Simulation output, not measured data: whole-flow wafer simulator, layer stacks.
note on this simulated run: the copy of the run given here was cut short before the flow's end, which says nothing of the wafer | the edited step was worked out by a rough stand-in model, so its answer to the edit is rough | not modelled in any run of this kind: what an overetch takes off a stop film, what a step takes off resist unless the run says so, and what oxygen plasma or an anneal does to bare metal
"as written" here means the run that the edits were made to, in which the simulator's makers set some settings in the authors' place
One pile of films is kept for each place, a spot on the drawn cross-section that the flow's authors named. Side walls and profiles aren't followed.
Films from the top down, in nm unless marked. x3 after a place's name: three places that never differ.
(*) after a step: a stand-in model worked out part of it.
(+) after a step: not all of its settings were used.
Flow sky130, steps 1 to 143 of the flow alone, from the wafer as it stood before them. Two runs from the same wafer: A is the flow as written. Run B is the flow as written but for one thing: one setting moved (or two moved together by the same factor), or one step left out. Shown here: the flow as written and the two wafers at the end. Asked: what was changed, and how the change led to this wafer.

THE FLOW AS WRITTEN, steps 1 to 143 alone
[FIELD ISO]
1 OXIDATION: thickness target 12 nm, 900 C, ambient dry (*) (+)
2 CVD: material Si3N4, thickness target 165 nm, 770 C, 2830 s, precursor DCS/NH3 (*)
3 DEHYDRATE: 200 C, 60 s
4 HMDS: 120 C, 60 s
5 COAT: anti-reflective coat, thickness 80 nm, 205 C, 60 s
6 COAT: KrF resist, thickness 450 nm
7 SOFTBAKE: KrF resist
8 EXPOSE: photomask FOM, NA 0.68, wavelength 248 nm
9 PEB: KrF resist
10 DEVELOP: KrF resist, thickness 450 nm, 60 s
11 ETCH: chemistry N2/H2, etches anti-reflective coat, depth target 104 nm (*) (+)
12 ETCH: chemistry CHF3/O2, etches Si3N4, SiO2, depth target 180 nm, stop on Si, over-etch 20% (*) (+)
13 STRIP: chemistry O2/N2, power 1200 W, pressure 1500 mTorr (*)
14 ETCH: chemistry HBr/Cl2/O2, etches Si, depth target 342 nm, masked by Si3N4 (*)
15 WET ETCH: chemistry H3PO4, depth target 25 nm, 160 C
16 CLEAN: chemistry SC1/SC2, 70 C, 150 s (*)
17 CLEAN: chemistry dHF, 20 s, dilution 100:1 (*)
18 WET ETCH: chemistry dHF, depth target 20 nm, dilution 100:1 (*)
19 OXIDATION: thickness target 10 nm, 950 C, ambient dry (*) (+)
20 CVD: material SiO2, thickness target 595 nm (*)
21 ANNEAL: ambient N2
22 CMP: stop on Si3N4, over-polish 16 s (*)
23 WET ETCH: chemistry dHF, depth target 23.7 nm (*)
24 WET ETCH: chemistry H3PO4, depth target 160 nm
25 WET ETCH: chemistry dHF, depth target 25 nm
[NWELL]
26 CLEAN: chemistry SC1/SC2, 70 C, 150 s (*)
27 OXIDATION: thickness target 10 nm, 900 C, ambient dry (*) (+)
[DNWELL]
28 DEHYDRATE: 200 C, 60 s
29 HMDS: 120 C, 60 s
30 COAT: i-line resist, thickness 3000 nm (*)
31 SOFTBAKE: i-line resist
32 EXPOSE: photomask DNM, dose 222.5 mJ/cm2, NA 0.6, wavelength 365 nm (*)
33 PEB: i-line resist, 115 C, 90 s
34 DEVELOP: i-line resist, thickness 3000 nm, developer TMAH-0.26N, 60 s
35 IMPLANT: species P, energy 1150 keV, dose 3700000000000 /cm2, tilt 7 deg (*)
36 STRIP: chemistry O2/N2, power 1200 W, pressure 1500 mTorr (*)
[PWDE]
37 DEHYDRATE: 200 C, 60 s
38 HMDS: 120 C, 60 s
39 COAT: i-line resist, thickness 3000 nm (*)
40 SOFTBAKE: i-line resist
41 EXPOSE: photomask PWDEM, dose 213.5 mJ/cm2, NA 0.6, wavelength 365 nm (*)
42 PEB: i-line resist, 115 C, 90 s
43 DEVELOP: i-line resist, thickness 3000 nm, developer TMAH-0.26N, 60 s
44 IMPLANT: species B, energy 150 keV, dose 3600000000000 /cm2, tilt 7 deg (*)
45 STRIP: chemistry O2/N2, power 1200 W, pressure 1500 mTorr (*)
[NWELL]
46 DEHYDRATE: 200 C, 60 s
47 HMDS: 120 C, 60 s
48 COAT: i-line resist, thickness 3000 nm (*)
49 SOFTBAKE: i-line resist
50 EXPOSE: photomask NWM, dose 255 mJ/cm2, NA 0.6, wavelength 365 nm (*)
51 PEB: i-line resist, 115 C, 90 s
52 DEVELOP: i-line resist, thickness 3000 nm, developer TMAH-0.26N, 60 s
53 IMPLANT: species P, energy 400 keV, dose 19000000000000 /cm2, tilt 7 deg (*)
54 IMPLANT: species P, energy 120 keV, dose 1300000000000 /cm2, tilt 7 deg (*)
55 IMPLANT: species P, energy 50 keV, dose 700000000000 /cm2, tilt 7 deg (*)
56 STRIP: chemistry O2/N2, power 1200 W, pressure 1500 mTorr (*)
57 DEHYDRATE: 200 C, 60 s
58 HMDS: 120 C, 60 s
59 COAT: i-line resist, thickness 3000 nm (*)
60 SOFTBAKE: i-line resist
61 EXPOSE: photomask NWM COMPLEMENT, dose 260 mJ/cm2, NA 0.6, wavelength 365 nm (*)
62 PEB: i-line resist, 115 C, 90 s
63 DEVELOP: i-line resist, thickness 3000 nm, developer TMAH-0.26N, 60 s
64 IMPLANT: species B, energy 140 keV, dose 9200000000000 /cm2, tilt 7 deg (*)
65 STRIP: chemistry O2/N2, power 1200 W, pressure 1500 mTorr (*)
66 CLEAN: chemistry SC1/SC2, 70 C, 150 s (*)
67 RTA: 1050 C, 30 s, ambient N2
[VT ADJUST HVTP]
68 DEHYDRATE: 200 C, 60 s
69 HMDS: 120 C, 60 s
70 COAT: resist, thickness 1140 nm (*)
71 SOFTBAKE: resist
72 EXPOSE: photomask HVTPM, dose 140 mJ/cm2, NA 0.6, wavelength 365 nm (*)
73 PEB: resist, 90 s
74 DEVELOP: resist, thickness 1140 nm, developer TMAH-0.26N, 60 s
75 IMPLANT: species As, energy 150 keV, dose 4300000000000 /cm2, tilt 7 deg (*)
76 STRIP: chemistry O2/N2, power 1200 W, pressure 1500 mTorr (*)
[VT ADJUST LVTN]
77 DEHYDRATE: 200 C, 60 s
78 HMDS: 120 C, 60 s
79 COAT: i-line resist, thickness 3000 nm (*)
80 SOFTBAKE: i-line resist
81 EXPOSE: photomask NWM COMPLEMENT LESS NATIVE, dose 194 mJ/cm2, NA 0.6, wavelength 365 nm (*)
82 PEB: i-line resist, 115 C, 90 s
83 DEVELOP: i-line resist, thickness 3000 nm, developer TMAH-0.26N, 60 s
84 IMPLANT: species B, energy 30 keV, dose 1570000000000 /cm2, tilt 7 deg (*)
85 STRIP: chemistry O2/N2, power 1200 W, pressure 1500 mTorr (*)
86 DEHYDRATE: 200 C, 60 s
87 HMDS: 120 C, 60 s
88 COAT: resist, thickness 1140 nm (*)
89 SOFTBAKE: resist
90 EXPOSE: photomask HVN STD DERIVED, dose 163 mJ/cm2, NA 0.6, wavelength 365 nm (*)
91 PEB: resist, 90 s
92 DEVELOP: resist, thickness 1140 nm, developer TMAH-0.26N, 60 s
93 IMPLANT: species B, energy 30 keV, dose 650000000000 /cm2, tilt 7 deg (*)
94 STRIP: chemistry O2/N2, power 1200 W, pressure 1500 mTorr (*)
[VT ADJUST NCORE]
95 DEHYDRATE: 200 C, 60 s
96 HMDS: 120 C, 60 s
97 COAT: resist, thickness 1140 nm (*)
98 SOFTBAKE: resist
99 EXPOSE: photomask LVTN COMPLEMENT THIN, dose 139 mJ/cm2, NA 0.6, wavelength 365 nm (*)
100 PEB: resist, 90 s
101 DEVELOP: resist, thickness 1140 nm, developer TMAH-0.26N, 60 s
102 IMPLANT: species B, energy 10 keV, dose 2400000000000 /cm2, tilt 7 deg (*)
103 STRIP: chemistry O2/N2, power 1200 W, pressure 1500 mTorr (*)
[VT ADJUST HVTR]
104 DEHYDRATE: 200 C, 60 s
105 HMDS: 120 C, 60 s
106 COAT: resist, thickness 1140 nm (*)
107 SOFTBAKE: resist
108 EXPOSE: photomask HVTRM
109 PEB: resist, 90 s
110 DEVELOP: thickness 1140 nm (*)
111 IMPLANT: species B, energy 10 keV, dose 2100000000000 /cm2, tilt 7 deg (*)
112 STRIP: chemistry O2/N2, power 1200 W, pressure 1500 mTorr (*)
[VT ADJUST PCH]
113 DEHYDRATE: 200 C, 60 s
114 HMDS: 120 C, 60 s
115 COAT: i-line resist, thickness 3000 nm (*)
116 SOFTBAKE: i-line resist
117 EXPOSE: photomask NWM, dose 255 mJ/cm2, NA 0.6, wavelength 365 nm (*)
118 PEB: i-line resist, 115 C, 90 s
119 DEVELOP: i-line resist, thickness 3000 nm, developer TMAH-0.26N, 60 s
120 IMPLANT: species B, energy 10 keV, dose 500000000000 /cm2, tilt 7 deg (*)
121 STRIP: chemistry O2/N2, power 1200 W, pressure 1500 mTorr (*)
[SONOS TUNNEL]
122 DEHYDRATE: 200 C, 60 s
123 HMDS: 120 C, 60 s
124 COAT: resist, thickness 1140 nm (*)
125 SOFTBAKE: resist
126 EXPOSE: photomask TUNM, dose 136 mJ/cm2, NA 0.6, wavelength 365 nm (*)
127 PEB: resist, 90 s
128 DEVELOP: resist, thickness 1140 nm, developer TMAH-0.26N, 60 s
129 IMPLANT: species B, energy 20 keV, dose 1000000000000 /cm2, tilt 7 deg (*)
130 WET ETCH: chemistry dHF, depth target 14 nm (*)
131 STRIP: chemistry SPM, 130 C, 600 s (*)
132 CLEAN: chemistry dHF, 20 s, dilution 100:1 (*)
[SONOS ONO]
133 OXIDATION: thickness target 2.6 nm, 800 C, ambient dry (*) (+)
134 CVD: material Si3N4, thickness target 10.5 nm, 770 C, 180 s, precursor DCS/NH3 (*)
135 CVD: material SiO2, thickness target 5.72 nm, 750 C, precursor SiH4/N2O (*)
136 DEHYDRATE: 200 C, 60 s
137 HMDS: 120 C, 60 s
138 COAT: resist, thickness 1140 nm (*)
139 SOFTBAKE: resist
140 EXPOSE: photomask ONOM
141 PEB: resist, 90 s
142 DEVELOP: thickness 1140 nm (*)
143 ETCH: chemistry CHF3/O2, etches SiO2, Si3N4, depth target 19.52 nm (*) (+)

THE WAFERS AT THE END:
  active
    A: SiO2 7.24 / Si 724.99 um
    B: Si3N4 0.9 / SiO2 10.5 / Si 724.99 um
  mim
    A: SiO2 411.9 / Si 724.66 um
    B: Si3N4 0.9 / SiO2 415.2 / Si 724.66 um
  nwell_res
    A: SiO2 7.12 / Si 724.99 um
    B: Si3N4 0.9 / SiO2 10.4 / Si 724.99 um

The cause: step 134, CVD: 252 s was run, where the flow has 180 s.

How the change led to this, step by step:
  134 CVD: material Si3N4, thickness target 10.5 nm, 770 C, 180 s, precursor DCS/NH3 (*)
      field, active, n_well and 187 more: A Si3N4 +10.5 (new film) | B Si3N4 +14.7 (new film)
  143 ETCH: chemistry CHF3/O2, etches SiO2, Si3N4, depth target 19.52 nm (*) (+)
      field, active, p_well x5 and 179 more: A SiO2 -5.72 (all of it), Si3N4 -10.5 (all of it), SiO2 -3.3 | B SiO2 -5.72 (all of it), Si3N4 -13.8
      n_well, sonos_sd: A SiO2 -5.72 (all of it), Si3N4 -10.5 (all of it), SiO2 -2.6 (all of it), Si -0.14 | B SiO2 -5.72 (all of it), Si3N4 -13.8
